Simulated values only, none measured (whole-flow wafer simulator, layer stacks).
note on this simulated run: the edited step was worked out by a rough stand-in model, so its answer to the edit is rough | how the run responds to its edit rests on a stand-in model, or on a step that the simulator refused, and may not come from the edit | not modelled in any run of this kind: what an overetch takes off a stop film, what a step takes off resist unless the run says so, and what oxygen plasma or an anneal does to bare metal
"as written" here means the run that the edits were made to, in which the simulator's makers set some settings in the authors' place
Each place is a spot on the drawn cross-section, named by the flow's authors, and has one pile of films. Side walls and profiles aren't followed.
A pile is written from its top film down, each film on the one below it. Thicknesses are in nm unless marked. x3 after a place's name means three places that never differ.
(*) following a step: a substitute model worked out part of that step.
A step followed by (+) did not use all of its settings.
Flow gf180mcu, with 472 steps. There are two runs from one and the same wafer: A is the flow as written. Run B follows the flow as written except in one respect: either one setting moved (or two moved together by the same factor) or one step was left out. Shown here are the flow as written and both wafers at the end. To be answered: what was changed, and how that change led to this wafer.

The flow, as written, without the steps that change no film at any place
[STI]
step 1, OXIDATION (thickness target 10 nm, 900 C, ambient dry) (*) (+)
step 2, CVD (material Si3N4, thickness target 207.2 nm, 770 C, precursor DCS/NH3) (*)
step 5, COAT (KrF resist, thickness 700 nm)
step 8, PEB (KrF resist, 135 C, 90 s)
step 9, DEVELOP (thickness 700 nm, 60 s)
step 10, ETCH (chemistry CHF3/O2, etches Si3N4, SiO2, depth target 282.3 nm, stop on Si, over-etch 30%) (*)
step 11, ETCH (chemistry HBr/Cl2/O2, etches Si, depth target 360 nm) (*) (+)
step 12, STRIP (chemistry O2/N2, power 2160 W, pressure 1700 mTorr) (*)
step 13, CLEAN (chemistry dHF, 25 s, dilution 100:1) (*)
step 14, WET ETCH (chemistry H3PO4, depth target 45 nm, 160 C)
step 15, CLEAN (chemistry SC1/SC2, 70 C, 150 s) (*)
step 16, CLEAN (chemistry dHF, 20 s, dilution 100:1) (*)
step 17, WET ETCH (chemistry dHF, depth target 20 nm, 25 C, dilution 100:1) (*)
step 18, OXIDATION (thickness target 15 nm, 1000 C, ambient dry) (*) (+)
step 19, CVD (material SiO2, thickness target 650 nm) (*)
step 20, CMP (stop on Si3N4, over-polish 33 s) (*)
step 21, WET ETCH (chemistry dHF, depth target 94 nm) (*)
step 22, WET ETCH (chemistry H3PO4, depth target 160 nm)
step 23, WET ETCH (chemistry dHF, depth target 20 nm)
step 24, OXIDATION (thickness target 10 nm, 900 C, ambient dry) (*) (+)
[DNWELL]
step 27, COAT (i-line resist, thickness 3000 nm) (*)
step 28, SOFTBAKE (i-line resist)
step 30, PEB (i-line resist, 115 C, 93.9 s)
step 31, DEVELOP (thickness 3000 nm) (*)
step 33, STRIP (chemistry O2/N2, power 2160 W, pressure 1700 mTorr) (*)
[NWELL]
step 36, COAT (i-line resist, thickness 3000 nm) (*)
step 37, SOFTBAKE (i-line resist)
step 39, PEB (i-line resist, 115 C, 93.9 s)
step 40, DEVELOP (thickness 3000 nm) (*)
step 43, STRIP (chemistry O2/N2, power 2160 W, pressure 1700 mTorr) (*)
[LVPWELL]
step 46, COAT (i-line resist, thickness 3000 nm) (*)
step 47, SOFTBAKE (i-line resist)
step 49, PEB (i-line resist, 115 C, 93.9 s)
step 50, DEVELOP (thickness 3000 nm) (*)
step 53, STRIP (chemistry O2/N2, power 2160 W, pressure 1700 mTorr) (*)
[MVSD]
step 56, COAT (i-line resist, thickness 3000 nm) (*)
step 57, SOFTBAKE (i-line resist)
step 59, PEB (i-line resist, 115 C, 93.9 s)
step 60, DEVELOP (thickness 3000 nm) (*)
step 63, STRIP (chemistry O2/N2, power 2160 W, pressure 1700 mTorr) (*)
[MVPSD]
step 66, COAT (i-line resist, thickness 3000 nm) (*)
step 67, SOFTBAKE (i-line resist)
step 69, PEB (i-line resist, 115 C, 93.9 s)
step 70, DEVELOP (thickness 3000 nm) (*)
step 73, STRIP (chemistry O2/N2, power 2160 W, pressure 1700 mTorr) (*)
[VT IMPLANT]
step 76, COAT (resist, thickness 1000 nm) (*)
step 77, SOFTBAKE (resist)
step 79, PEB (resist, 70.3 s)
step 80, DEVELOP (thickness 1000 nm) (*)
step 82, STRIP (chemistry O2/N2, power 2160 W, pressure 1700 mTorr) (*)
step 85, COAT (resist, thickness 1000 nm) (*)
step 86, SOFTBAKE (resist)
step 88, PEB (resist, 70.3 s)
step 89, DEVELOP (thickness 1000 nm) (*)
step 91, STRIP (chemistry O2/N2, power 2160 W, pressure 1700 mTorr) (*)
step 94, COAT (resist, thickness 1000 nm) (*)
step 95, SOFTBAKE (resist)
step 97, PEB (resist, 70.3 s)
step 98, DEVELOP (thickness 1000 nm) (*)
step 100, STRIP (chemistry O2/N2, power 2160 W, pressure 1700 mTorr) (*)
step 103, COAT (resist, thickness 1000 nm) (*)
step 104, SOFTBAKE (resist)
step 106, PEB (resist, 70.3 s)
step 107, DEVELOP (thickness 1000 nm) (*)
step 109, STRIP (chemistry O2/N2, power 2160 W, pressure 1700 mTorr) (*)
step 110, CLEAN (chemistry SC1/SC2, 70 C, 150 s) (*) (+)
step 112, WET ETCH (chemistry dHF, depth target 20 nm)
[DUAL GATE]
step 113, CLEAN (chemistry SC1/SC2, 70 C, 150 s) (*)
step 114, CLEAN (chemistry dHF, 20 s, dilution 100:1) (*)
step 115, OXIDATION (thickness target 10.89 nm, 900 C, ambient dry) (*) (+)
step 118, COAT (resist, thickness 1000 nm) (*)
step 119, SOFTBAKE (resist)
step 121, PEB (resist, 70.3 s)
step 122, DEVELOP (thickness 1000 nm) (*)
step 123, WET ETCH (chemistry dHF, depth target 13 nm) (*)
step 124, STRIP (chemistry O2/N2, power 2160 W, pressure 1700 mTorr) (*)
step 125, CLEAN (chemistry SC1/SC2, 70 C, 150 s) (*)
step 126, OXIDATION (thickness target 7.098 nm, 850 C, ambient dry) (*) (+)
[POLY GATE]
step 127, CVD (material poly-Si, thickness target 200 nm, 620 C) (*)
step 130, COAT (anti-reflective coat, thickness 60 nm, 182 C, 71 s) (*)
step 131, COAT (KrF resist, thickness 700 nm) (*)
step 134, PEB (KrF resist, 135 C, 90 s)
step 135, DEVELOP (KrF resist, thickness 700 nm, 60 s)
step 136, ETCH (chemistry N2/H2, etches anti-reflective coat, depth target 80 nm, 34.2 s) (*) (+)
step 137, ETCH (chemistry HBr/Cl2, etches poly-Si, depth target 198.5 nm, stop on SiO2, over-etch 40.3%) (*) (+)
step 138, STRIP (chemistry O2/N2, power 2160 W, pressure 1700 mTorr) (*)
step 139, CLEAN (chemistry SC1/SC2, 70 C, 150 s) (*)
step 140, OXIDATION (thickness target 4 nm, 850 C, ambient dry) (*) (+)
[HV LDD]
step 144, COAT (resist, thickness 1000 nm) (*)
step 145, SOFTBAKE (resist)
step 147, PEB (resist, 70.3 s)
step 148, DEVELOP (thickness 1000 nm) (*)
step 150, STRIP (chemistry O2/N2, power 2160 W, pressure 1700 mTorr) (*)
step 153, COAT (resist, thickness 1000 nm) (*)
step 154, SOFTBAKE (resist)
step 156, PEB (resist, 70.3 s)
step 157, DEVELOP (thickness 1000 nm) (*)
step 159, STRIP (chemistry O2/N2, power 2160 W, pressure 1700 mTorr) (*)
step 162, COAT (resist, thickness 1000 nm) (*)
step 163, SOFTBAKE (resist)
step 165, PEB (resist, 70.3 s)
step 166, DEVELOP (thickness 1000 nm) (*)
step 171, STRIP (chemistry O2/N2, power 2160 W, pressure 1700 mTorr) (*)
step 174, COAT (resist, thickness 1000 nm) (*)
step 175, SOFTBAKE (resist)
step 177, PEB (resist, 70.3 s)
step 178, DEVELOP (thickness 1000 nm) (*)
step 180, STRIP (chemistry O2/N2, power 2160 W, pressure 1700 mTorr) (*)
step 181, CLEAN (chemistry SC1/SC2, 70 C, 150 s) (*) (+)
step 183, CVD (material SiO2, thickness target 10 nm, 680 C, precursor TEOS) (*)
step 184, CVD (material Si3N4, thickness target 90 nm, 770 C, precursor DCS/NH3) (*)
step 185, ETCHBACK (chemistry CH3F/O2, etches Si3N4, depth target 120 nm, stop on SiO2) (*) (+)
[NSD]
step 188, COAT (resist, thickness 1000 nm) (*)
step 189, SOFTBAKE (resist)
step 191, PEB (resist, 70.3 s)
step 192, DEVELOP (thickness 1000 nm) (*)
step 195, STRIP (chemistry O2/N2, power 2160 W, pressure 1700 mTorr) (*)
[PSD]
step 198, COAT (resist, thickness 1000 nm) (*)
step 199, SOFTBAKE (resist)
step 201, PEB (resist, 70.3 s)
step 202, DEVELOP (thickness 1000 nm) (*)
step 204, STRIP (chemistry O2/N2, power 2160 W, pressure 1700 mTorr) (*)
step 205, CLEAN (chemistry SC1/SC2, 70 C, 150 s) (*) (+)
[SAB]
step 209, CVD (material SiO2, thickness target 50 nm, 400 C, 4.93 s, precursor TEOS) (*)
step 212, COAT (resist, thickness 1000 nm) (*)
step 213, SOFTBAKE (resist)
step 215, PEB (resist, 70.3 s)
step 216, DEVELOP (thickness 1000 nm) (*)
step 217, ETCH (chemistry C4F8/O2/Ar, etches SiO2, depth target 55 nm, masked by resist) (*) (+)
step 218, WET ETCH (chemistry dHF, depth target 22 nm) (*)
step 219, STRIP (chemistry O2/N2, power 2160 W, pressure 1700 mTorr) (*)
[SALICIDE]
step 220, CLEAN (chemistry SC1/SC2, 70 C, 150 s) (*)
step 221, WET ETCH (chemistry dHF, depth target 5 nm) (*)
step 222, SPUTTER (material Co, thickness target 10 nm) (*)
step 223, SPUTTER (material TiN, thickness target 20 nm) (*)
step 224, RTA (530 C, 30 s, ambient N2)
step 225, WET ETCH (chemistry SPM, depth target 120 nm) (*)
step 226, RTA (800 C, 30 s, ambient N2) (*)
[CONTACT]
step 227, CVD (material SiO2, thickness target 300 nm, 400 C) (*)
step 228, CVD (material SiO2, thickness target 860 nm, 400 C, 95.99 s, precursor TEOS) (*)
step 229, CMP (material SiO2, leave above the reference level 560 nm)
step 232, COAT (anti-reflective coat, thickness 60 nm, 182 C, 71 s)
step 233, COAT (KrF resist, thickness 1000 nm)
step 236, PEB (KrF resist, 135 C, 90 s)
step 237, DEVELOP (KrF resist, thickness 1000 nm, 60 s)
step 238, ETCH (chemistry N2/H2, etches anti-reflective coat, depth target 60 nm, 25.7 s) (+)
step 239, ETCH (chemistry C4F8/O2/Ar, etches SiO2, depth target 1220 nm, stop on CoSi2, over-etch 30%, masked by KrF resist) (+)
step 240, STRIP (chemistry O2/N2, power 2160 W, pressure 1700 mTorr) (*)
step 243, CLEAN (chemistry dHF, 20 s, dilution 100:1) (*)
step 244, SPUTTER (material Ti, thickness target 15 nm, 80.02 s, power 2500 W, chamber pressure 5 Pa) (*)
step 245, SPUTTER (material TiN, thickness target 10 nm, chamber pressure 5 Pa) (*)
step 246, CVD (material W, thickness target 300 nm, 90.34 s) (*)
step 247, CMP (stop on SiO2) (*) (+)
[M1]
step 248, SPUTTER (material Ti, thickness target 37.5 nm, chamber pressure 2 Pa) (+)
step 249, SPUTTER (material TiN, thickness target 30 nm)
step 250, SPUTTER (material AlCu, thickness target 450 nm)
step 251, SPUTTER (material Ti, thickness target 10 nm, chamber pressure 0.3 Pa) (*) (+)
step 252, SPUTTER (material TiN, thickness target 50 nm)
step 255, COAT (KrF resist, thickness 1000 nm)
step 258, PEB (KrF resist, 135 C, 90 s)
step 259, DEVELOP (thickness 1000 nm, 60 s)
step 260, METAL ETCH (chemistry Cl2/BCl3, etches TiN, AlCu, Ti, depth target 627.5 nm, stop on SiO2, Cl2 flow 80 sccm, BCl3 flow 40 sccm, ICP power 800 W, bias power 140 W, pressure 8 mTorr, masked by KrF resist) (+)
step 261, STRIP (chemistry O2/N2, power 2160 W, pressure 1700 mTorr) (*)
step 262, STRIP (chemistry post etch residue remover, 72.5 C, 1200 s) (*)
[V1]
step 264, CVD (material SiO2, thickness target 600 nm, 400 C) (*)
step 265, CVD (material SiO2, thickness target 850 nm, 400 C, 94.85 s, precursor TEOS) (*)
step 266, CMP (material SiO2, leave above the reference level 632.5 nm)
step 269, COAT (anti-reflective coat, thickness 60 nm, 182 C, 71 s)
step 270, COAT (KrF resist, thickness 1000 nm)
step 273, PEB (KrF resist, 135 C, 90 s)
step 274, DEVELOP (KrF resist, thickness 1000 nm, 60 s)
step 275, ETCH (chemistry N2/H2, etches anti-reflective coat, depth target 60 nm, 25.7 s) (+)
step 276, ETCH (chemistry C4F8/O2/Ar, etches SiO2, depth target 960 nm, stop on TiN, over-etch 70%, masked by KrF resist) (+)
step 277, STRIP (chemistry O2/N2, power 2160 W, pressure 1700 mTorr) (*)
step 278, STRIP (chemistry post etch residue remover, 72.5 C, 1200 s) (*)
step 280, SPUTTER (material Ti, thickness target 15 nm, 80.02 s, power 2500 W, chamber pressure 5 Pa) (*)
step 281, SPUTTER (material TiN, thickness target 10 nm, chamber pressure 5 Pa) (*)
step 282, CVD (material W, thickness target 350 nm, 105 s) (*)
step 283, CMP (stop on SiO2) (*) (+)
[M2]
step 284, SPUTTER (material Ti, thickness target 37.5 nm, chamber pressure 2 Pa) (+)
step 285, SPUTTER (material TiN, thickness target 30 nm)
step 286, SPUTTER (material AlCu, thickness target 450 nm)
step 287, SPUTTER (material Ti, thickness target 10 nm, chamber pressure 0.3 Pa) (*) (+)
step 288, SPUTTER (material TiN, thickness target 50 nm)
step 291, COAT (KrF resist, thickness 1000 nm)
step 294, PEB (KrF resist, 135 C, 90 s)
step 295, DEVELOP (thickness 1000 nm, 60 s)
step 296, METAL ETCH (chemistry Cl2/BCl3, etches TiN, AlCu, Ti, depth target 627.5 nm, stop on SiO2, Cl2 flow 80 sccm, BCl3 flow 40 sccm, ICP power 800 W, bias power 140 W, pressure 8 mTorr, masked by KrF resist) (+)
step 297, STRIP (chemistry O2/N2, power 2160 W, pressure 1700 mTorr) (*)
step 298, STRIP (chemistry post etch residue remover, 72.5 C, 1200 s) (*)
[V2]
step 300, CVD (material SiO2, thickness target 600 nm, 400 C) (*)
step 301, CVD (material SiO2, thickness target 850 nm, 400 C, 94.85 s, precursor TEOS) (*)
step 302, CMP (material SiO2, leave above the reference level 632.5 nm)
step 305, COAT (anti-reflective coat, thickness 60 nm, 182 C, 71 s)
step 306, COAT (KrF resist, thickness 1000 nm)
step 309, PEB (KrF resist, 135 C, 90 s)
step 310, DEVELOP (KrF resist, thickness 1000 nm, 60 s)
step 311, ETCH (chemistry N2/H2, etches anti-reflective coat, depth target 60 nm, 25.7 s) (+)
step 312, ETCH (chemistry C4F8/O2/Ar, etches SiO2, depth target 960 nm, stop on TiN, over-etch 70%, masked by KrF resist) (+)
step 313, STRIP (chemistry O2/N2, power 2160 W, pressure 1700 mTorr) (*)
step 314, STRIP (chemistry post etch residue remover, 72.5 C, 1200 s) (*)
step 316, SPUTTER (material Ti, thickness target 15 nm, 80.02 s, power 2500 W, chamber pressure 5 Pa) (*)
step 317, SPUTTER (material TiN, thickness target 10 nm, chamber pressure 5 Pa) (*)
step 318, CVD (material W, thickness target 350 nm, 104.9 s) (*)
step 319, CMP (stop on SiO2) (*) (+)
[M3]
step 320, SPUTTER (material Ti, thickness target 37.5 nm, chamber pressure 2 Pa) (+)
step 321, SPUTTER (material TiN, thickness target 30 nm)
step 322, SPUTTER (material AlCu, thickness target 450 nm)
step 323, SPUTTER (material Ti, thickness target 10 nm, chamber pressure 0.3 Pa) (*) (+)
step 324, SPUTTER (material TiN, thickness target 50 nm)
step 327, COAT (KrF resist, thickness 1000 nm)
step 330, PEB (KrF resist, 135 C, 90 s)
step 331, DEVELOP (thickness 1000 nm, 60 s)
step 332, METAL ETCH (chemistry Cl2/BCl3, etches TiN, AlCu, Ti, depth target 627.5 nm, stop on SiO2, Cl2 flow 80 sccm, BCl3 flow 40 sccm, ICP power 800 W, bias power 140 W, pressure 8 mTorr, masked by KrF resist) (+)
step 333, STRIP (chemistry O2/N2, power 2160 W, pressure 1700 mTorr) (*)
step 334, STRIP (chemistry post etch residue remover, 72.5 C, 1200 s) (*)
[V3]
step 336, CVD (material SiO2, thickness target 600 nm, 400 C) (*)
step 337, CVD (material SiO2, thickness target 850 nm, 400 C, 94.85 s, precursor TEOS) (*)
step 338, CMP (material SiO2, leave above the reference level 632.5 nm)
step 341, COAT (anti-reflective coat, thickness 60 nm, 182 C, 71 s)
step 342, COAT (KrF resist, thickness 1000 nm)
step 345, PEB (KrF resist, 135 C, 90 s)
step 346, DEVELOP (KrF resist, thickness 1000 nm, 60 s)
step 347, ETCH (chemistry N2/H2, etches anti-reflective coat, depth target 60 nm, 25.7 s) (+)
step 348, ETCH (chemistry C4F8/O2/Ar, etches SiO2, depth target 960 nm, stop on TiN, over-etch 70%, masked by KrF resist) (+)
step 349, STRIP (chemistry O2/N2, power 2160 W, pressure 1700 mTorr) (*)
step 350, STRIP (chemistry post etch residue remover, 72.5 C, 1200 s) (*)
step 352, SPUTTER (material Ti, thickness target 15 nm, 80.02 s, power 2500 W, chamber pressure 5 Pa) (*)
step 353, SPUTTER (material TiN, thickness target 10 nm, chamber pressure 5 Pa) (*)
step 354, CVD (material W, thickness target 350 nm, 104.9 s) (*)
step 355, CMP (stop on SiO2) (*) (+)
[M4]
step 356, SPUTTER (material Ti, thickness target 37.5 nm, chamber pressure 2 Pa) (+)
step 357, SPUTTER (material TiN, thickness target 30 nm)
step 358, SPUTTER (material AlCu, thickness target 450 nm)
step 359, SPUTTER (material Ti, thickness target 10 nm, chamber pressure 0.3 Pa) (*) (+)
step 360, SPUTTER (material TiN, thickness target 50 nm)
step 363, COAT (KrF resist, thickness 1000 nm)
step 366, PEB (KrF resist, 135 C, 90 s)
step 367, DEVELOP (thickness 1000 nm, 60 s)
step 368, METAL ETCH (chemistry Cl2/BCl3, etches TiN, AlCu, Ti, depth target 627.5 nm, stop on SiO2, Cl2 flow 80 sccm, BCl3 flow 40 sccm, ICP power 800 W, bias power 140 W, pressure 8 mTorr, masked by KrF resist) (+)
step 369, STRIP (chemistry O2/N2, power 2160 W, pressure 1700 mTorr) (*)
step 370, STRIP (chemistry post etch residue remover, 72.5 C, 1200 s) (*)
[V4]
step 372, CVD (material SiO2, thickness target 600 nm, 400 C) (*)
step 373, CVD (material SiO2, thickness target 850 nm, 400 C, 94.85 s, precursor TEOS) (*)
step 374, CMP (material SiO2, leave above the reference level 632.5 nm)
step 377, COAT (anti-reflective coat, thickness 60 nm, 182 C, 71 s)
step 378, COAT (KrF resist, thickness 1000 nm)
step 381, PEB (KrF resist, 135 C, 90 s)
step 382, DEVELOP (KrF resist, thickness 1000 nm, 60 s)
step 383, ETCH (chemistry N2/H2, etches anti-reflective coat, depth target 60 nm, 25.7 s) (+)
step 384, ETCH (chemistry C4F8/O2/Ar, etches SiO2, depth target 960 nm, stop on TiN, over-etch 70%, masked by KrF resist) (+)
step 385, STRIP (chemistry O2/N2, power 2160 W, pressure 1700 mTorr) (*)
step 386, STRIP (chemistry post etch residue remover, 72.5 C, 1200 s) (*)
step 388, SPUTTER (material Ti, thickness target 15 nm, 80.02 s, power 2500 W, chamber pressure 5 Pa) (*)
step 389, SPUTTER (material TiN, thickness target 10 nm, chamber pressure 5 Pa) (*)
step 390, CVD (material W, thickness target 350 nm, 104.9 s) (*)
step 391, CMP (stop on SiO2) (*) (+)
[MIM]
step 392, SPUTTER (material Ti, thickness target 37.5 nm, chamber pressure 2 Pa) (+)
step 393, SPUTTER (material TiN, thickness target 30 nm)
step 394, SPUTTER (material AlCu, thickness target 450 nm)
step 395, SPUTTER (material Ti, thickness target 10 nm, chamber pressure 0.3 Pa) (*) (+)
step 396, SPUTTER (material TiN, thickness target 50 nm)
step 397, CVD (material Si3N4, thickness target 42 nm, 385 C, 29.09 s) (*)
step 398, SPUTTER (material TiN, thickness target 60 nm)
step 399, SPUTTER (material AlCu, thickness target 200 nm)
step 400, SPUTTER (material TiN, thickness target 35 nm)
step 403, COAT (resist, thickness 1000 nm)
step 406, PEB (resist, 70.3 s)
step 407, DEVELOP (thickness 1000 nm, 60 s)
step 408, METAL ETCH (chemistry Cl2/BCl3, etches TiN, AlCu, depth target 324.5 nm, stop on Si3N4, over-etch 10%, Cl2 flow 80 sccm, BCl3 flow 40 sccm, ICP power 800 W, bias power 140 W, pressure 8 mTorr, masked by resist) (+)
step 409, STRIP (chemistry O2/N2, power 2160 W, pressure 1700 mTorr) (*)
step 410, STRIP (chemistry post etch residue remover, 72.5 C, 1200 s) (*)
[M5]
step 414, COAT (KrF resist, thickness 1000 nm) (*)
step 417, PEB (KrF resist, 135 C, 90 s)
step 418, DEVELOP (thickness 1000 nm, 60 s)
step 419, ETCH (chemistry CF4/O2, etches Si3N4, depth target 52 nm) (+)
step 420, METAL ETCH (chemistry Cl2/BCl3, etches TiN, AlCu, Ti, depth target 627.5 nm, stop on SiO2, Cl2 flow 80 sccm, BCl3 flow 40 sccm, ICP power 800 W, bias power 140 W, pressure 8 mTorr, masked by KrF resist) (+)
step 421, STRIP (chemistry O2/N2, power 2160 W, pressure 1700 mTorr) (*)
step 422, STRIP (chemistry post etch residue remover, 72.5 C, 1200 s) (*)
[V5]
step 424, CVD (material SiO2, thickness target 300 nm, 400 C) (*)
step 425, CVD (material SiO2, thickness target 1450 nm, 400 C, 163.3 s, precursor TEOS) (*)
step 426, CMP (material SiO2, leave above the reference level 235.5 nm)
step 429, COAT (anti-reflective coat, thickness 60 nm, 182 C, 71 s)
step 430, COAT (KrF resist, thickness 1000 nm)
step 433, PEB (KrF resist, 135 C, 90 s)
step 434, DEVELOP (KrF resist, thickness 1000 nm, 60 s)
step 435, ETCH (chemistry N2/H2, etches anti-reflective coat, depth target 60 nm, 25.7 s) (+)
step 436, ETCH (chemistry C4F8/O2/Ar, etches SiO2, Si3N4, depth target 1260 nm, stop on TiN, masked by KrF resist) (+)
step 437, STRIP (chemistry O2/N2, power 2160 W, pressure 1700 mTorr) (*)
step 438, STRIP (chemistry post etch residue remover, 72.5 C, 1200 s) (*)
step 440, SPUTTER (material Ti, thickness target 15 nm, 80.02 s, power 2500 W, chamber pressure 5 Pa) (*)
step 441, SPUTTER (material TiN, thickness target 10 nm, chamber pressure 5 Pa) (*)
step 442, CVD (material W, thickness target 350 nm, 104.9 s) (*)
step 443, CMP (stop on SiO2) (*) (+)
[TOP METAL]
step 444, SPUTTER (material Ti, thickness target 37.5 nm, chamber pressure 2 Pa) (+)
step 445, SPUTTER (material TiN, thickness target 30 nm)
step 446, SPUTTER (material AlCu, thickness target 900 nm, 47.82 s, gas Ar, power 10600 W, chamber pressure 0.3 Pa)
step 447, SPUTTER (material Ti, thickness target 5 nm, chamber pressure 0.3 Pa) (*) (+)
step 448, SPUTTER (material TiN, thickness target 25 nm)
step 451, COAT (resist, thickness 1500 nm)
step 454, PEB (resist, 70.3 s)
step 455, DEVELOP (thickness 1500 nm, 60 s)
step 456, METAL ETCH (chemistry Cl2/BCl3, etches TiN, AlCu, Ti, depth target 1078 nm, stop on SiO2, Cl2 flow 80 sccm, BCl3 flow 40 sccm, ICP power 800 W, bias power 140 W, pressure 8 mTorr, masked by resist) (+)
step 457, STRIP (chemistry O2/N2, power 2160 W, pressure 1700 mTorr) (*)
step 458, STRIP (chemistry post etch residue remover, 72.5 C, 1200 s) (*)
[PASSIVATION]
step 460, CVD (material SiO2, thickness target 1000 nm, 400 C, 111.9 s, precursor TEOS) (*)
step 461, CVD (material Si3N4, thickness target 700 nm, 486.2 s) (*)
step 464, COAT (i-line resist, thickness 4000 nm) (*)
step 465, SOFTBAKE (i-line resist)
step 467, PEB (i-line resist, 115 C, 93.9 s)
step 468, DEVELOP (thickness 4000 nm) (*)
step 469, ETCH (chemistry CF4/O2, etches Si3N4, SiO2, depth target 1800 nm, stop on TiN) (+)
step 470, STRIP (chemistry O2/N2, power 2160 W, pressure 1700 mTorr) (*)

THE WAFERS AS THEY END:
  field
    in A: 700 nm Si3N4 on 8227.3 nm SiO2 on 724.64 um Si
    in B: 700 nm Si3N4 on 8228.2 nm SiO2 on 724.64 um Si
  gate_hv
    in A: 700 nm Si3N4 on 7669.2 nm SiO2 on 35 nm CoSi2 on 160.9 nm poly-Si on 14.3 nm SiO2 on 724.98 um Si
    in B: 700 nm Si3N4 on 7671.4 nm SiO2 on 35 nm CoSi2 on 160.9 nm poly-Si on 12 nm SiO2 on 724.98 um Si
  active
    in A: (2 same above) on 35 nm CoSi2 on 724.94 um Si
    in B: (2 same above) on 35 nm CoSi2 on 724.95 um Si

What caused this: step 126, OXIDATION: thickness target 4.436 nm was run, though the flow has thickness target 7.098 nm.

The path from the change to this, step by step:
  step 126, OXIDATION (thickness target 7.098 nm, 850 C, ambient dry) (*) (+)
      gate_hv, active_hv, active_nat and 25 more: A SiO2 gains 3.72, Si loses 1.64 | B SiO2 gains 1.5, Si loses 0.66
      active, n_well, p_well and 12 more: A SiO2 gains 7.1 (new film), chemical SiO2 loses 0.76 (all of it), Si loses 2.79 | B SiO2 gains 4.44 (new film), chemical SiO2 loses 0.76 (all of it), Si loses 1.62
  step 189, SOFTBAKE (resist)
      field__w9: A resist gains 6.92 | B resist loses 3.07
      active_hv: A resist gains 2.68 | B resist loses 0.49
      (as well as at 1 more place)
  step 199, SOFTBAKE (resist)
      field__w9: A resist gains 6.92 | B resist loses 3.07
      active_hv: A resist gains 2.68 | B resist loses 0.49
      (as well as at 1 more place)
  step 218, WET ETCH (chemistry dHF, depth target 22 nm) (*)
      active, p_well, sd_n, iso_ptap_pw, iso_ntap_nw, iso_ptap_sub, vpnp_e: A SiO2 loses 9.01 (all of it) | B SiO2 loses 6.63 (all of it)
      ldn_tap, ldn_src, ldn_drn, ldp_tap, ldp_src, ldp_drn, ldp_gr: A SiO2 loses 16 (all of it) | B SiO2 loses 13.9 (all of it)
      (as well as at 9 more places)
  step 223, SPUTTER (material TiN, thickness target 20 nm) (*)
      field__w12: A TiN gains 12 (new film) | B TiN gains 12.6 (new film)
  step 225, WET ETCH (chemistry SPM, depth target 120 nm) (*)
      field__w12: A TiN loses 12 (all of it), Co loses 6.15 (all of it) | B TiN loses 12.6 (all of it), Co loses 6.15 (all of it)
